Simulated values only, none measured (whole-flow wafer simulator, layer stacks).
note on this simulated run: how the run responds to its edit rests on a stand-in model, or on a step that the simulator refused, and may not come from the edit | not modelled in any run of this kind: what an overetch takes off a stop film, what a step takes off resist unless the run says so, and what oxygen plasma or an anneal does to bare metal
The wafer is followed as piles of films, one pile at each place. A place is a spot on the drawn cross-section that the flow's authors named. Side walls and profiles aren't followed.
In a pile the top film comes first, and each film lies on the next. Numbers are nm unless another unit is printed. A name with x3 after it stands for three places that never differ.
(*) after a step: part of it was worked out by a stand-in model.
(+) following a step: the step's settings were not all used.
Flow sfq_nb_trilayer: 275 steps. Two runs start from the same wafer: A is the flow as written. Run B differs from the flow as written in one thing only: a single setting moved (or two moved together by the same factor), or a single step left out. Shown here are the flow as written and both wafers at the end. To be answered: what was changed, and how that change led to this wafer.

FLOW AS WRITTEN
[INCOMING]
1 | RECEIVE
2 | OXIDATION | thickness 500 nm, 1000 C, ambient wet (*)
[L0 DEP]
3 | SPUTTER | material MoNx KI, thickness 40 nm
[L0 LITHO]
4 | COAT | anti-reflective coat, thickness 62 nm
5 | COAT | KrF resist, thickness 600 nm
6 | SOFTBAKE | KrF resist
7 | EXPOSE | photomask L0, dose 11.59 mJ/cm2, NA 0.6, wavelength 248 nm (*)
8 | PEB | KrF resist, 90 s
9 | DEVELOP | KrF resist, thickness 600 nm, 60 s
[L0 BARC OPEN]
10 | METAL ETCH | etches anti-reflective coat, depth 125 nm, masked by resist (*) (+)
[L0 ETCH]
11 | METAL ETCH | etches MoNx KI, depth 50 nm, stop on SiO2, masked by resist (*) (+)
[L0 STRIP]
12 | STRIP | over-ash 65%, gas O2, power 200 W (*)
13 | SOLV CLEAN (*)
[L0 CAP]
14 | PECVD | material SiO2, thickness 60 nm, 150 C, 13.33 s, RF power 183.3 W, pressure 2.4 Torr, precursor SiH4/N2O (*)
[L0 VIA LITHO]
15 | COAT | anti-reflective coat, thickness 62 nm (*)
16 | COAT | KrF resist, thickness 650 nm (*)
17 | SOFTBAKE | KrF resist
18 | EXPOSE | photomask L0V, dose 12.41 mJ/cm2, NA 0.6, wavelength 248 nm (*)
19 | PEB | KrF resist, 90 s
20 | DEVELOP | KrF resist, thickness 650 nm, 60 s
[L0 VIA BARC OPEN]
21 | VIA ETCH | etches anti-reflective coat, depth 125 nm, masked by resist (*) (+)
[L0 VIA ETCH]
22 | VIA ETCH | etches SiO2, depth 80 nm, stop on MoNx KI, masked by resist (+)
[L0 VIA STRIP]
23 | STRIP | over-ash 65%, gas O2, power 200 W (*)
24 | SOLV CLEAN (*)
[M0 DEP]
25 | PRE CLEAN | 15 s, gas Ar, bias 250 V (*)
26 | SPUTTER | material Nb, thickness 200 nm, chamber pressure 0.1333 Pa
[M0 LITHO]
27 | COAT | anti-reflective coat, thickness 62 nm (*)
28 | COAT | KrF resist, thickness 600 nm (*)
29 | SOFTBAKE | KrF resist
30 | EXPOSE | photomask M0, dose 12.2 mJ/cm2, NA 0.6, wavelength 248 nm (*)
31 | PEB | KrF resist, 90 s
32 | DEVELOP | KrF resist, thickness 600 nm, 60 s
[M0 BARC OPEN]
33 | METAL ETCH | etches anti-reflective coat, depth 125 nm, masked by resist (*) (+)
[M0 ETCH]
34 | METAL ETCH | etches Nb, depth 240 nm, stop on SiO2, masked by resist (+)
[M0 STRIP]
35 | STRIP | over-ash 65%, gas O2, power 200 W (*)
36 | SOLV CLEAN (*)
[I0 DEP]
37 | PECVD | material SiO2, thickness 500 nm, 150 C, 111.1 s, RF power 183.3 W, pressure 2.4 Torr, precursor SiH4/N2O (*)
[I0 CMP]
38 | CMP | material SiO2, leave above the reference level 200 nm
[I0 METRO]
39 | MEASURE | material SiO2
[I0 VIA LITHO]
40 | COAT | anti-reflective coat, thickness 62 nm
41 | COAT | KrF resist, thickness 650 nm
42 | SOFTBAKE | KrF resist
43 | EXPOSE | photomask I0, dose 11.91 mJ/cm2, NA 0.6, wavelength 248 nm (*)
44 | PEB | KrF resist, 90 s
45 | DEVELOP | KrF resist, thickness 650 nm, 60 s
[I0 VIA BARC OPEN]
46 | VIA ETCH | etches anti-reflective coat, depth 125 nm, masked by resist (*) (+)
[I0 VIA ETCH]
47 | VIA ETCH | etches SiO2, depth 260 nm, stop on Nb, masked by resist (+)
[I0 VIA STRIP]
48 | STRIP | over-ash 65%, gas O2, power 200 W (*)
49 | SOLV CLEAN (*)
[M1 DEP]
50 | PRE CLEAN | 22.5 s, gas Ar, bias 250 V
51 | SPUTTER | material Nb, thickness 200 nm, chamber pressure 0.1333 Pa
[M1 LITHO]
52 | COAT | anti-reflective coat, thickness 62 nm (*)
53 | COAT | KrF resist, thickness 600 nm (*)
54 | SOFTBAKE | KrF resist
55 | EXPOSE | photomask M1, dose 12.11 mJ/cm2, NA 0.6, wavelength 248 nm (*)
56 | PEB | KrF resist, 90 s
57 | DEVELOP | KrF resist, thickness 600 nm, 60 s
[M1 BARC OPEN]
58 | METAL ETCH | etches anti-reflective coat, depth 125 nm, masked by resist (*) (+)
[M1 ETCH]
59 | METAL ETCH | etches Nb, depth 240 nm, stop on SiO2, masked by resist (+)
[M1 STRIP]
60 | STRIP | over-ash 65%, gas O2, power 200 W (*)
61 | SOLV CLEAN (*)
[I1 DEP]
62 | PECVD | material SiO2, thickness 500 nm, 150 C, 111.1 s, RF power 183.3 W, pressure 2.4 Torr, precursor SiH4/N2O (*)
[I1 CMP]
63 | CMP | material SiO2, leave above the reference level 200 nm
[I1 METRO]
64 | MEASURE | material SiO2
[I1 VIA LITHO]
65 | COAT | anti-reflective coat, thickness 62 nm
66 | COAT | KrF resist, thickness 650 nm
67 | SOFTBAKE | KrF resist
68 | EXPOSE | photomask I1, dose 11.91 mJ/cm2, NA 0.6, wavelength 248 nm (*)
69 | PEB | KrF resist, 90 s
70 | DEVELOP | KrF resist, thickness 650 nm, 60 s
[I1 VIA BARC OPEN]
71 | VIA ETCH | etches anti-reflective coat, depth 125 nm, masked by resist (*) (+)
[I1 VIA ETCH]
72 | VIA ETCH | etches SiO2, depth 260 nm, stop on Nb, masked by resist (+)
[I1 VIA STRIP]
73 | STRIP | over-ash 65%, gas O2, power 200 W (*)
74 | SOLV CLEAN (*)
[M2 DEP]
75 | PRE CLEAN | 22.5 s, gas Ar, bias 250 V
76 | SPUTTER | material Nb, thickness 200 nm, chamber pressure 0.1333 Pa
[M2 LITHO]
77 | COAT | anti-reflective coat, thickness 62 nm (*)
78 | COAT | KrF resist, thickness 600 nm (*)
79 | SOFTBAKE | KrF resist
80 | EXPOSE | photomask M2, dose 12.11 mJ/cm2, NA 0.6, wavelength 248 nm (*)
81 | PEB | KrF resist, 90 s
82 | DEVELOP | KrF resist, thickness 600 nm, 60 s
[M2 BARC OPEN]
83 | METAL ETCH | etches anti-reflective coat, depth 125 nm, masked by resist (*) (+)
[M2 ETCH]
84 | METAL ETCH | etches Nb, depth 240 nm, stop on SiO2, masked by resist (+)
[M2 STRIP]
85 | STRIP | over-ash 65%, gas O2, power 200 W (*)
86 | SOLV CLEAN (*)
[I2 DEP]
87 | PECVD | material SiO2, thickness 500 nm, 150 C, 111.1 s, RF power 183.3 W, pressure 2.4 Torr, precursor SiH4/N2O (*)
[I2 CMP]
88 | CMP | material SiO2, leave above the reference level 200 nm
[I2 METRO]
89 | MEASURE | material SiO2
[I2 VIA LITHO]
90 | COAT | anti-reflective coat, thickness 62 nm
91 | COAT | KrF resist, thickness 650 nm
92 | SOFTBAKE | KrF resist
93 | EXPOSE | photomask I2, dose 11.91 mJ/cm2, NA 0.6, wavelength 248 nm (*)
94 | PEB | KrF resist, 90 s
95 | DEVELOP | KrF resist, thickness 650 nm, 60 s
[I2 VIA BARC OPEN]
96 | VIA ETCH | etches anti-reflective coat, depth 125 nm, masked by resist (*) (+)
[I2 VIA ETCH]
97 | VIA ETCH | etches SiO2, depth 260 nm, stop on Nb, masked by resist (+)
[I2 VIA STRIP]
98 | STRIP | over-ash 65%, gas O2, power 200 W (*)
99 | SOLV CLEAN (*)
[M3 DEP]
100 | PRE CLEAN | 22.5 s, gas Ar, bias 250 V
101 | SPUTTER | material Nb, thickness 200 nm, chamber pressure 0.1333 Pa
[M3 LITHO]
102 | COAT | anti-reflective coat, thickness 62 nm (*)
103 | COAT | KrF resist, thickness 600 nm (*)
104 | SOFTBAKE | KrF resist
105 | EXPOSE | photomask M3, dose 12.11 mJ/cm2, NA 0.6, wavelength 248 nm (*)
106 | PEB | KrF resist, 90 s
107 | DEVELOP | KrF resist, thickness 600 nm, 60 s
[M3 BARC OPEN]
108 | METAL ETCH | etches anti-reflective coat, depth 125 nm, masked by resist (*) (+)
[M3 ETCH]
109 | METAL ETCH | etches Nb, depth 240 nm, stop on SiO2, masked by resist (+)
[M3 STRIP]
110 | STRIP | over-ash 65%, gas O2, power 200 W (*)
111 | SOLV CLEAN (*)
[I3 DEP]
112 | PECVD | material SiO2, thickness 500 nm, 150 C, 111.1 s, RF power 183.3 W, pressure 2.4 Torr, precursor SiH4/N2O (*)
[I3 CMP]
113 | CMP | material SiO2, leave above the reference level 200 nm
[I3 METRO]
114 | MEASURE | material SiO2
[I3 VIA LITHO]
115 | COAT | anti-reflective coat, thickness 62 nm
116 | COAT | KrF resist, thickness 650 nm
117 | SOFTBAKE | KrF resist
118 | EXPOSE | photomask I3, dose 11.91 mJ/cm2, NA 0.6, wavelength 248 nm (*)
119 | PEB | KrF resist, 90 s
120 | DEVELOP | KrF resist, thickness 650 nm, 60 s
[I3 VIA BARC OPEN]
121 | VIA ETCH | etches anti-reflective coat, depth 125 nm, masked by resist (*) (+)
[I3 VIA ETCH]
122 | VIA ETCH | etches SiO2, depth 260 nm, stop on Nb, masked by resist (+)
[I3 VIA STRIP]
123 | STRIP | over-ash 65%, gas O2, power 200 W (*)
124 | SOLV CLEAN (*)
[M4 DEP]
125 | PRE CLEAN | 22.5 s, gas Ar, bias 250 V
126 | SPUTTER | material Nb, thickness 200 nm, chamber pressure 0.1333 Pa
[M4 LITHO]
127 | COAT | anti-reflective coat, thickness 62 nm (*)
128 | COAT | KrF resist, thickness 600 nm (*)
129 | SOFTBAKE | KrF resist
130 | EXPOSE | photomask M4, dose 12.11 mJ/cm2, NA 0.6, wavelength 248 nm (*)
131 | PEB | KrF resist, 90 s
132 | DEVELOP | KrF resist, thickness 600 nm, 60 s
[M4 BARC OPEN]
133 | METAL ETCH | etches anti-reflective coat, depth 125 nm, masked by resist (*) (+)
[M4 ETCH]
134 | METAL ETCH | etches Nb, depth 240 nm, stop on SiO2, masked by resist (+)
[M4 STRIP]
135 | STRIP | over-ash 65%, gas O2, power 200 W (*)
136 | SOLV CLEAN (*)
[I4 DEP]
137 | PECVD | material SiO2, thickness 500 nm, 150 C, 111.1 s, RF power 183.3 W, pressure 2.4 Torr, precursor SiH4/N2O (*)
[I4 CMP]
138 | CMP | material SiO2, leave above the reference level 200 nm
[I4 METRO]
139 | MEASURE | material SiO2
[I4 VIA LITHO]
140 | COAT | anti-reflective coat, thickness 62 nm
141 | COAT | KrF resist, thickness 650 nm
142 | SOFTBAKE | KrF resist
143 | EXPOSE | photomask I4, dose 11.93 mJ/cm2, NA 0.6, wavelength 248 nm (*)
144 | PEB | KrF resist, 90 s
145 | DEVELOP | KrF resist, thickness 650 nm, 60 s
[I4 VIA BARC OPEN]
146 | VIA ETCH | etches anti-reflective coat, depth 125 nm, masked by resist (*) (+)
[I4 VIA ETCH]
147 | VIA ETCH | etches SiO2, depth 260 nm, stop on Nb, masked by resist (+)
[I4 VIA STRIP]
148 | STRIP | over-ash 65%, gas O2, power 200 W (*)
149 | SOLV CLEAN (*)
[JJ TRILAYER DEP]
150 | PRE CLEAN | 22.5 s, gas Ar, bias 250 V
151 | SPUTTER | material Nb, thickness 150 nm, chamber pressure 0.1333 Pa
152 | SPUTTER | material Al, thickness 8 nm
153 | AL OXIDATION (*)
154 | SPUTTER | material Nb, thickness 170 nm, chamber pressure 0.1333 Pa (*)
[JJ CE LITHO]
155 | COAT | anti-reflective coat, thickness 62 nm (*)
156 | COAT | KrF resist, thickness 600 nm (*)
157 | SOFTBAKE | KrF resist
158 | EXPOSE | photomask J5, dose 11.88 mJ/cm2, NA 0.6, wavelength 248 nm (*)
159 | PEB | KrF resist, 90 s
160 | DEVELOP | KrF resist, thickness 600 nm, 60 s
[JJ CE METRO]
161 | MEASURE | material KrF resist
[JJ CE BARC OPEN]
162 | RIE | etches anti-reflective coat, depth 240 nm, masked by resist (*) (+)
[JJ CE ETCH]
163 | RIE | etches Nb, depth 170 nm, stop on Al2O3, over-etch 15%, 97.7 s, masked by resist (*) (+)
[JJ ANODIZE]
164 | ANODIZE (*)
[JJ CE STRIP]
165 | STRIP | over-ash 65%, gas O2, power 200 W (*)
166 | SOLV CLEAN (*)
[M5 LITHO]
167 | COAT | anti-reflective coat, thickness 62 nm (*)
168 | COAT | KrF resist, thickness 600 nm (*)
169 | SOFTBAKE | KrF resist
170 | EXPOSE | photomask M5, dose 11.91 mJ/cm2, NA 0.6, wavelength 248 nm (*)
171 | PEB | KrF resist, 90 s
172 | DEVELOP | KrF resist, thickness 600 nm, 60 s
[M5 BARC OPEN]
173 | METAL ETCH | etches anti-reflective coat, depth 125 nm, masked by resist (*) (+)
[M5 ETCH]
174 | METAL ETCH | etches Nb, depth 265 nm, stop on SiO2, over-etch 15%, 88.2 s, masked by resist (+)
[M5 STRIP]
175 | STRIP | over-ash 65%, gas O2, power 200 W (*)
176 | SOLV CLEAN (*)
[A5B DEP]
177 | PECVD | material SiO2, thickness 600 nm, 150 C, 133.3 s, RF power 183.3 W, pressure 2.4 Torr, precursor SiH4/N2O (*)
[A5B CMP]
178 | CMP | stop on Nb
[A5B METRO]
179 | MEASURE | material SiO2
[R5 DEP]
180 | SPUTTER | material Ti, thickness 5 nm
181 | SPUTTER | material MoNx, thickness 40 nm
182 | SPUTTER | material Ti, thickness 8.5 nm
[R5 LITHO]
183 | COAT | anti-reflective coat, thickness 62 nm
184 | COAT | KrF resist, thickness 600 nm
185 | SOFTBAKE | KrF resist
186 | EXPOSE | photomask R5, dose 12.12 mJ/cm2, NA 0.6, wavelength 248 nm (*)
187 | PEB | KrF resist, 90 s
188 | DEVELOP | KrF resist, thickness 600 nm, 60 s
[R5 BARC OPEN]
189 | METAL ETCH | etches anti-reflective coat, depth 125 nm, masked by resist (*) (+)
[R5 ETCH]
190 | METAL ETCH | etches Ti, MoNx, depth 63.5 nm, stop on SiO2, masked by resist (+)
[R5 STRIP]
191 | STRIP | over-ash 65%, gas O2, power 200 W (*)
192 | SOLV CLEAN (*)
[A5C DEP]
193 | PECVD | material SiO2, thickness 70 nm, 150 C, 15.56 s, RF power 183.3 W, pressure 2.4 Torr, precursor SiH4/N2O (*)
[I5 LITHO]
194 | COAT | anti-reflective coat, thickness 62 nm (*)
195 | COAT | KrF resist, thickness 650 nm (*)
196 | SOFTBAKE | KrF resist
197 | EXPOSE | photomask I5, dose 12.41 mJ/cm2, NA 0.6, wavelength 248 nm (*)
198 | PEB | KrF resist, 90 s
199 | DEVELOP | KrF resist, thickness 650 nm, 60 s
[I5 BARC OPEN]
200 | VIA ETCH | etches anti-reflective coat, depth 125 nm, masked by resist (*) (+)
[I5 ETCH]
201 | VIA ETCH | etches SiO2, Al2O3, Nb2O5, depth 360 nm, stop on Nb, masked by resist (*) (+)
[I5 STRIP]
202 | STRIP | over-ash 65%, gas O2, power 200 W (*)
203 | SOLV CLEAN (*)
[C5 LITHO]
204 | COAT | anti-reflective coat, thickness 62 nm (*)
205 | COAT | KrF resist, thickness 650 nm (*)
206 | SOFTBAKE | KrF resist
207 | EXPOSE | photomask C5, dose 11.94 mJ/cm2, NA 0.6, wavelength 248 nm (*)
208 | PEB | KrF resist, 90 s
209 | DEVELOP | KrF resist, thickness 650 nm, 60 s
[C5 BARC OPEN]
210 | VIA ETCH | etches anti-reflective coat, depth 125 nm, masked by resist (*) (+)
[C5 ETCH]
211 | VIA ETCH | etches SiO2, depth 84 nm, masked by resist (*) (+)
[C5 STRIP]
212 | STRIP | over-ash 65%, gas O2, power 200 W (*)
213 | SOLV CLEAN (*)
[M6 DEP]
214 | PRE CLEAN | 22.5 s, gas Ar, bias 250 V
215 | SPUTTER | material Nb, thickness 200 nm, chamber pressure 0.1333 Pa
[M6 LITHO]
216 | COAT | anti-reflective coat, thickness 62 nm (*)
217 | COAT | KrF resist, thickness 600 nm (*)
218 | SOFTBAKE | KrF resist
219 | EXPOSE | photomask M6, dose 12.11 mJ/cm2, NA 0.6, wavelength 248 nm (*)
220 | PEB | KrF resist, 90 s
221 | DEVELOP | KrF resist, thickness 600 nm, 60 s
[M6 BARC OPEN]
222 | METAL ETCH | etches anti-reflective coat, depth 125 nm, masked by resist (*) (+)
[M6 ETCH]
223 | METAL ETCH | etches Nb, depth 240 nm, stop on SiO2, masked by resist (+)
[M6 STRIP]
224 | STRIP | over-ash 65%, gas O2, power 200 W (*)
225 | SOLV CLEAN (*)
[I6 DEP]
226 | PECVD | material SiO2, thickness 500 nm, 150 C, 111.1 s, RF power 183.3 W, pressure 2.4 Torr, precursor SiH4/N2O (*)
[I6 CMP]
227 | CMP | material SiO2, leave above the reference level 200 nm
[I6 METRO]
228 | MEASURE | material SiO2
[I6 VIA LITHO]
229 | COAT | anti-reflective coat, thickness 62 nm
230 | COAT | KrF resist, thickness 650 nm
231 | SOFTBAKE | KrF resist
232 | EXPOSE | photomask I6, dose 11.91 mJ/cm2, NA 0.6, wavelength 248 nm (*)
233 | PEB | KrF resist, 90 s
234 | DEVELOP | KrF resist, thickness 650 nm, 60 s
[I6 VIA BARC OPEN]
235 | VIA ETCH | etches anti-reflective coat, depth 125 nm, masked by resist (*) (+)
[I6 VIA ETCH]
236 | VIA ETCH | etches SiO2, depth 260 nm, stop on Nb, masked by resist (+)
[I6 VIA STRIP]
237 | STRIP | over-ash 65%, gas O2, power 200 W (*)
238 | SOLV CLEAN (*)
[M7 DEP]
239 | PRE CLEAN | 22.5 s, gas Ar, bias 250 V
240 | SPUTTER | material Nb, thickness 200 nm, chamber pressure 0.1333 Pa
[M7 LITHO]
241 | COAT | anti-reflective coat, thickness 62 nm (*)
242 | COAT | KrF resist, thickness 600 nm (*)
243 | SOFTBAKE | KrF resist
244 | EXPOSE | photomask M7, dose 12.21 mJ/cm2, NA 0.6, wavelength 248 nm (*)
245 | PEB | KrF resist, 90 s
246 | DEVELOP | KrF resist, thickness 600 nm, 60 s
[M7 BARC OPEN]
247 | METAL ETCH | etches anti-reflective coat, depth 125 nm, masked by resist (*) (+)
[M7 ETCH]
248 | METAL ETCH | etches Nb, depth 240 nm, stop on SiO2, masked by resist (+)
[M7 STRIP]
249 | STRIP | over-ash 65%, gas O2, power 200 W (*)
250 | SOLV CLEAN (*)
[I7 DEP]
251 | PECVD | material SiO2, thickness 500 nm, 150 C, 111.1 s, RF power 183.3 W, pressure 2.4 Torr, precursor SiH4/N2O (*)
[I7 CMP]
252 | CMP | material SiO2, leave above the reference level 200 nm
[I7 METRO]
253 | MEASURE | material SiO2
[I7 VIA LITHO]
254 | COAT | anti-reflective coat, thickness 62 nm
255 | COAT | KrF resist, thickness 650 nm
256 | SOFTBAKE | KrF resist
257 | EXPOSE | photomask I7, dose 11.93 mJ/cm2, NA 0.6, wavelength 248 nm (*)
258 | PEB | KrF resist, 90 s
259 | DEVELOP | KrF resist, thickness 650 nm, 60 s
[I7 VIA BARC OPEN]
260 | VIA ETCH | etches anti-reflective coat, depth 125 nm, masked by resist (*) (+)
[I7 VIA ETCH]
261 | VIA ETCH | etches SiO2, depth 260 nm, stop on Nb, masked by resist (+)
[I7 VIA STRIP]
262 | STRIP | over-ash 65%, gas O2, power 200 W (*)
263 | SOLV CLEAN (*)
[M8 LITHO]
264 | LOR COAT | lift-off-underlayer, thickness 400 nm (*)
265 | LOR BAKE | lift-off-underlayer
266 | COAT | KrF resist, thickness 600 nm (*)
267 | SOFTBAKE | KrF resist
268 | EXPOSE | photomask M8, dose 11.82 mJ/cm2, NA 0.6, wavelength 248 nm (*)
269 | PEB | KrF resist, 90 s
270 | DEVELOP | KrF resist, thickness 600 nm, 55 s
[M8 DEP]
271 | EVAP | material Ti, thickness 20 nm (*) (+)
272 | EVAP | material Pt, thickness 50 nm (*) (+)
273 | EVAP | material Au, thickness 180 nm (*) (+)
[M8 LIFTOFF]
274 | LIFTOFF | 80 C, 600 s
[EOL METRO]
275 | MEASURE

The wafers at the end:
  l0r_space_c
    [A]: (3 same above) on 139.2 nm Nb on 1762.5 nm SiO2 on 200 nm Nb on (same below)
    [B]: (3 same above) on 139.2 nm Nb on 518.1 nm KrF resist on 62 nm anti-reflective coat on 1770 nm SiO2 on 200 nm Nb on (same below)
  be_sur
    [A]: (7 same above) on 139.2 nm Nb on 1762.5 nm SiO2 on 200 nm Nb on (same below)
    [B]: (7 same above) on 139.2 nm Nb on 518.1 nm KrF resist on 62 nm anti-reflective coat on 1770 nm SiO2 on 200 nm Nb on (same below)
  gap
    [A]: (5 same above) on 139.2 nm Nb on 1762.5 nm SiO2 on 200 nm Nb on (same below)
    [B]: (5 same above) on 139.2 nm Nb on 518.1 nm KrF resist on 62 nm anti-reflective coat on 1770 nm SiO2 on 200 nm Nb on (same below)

What caused this: step 148, STRIP: over-ash 65%, gas O2, power 200 W (*), was omitted.

Step by step, how the change led to this:
  150 | PRE CLEAN | 22.5 s, gas Ar, bias 250 V
      field_l, v_sur, via_sp and 100 more: A SiO2 loses 7.5 | B KrF resist loses 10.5
  151 | SPUTTER | material Nb, thickness 150 nm, chamber pressure 0.1333 Pa
      via_wl, via_w, via_wr: A Nb gains 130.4 | B Nb gains 74.1
  152 | SPUTTER | material Al, thickness 8 nm
      via_wl, via_wr: A Al gains 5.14 (new film) | B Al gains 3.41 (new film)
      via_w: A Al gains 7.12 (new film) | B Al gains 3.97 (new film)
  154 | SPUTTER | material Nb, thickness 170 nm, chamber pressure 0.1333 Pa (*)
      via_wl, via_wr: A Nb gains 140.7 (new film) | B Nb gains 69.1 (new film)
      via_w: A Nb gains 141 (new film) | B Nb gains 69.2 (new film)
  155 | COAT | anti-reflective coat, thickness 62 nm (*)
      via_wl, via_wr: A anti-reflective coat gains 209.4 (new film) | B anti-reflective coat gains 624 (new film)
      c5j, ce_r: A anti-reflective coat gains 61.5 (new film) | B anti-reflective coat gains 60.2 (new film)
      (and at 11 other places as well)
  156 | COAT | KrF resist, thickness 600 nm (*)
      field_l: A KrF resist gains 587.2 (new film) | B KrF resist gains 561.3 (new film)
      v_sur: A KrF resist gains 588.2 (new film) | B KrF resist gains 526.8 (new film)
      (and at 5 other places as well)
  159 | PEB | KrF resist, 90 s
      via_w: A KrF resist loses 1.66 | B KrF resist loses 3.67
  160 | DEVELOP | KrF resist, thickness 600 nm, 60 s
      field_l: A KrF resist loses 586 (all of it) | B KrF resist loses 560.1 (all of it)
      v_sur: A KrF resist loses 587 (all of it) | B KrF resist loses 525.7 (all of it)
      (and at 5 other places as well)
  162 | RIE | etches anti-reflective coat, depth 240 nm, masked by resist (*) (+)
      via_wl, via_wr: A anti-reflective coat loses 209.4 (all of it) | B anti-reflective coat loses 240
      ce_l, c5j, ce_r, wl_jj: A KrF resist loses 209.4 | B KrF resist loses 240
      (and at 10 other places as well)
  163 | RIE | etches Nb, depth 170 nm, stop on Al2O3, over-etch 15%, 97.7 s, masked by resist (*) (+)
      via_wl, via_wr: A Nb loses 140.7 (all of it), Al2O3 loses 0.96 (all of it) | B anti-reflective coat loses 170
      via_w: A Nb loses 141 (all of it), Al2O3 loses 0.96 (all of it) | B Nb loses 69.2 (all of it), Al2O3 loses 0.96 (all of it)
  164 | ANODIZE (*)
      via_wl, via_wr: A Al2O3 gains 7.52 (new film), Nb2O5 gains 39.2 (new film), Al loses 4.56 (all of it), Nb loses 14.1 | B nothing
      via_w: A Al2O3 gains 10.8 (new film), Nb2O5 gains 33.3 (new film), Al loses 6.54 (all of it), Nb loses 12 | B Al2O3 gains 5.6 (new film), Nb2O5 gains 42.6 (new film), Al loses 3.39 (all of it), Nb loses 15.3
  165 | STRIP | over-ash 65%, gas O2, power 200 W (*)
      via_wl, via_wr: A nothing | B anti-reflective coat loses 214 (all of it)
      ce_l: A KrF resist loses 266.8 (all of it), anti-reflective coat loses 61.4 (all of it) | B KrF resist loses 232.8 (all of it), anti-reflective coat loses 60.1 (all of it)
      (and at 3 other places as well)
  167 | COAT | anti-reflective coat, thickness 62 nm (*)
      field_l: A anti-reflective coat gains 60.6 (new film) | B anti-reflective coat gains 56 (new film)
      v_sur: A anti-reflective coat gains 44.9 (new film) | B anti-reflective coat gains 33.6 (new film)
      (and at 12 other places as well)
  168 | COAT | KrF resist, thickness 600 nm (*)
      field_l: A KrF resist gains 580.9 (new film) | B KrF resist gains 540 (new film)
      v_sur: A KrF resist gains 577.9 (new film) | B KrF resist gains 485.9 (new film)
      (and at 6 other places as well)
  171 | PEB | KrF resist, 90 s
      via_w: A KrF resist loses 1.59 | B KrF resist loses 2.87
  172 | DEVELOP | KrF resist, thickness 600 nm, 60 s
      field_l: A KrF resist loses 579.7 (all of it) | B KrF resist loses 538.9 (all of it)
  ... 56 further steps ...
  274 | LIFTOFF | 80 C, 600 s
      m5r_space_l, m5r_space_r: A Au loses 180 (all of it), Pt loses 50 (all of it), Ti loses 20 (all of it), KrF resist loses 576.2 (all of it), lift-off-underlayer loses 400 (all of it) | B Au loses 180 (all of it), Pt loses 50 (all of it), Ti loses 20 (all of it), KrF resist loses 577.9 (all of it), lift-off-underlayer loses 419 (all of it)
      m5r_linepad_l, m5r_linepad_r: A Au loses 180 (all of it), Pt loses 50 (all of it), Ti loses 20 (all of it), KrF resist loses 576.2 (all of it), lift-off-underlayer loses 400 (all of it) | B Au loses 180 (all of it), Pt loses 50 (all of it), Ti loses 20 (all of it), KrF resist loses 574.7 (all of it), lift-off-underlayer loses 387.6 (all of it)
      (and at 30 other places as well)
